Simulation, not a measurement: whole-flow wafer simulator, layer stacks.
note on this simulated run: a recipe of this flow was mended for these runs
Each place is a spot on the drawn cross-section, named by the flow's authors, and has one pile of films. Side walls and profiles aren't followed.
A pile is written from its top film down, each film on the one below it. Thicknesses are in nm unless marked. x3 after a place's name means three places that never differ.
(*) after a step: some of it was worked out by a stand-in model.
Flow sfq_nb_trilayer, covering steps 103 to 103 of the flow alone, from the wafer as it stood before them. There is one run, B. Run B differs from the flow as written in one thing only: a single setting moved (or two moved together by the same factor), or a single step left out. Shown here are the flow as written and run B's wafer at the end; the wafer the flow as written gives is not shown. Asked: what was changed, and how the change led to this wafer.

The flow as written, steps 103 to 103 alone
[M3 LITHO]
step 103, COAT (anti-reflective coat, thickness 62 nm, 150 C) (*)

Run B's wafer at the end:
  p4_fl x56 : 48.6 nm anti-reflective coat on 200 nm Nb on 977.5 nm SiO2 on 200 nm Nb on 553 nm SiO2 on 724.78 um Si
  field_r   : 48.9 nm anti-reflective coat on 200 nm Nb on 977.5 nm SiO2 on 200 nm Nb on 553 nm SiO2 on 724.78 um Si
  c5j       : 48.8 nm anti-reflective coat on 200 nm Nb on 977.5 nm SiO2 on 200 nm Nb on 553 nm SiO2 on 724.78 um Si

Cause: step 103, COAT: thickness 48.6 nm was run, though the flow has thickness 62 nm.
The wafer lets one read it off: p4_fl x56 has anti-reflective coat 48.6, and step 103 as written asks for 62 nm.

How this came from the change, step by step:
  step 103, COAT (anti-reflective coat, thickness 62 nm, 150 C) (*)
      p4_fl x56, wl_j_sl x15, wl_d_m1, l0r_line_l x3, m0r_space_l x2: +48.6 anti-reflective coat (new film) (as written it would have been: +62 anti-reflective coat (new film))
      field_r, lsp_l, ln_m5, lsp_m, ln_m6, lsp_r, l0_sur, l0v: +48.9 anti-reflective coat (new film) (as written it would have been: +62.3 anti-reflective coat (new film))
      (and at 21 other places as well)
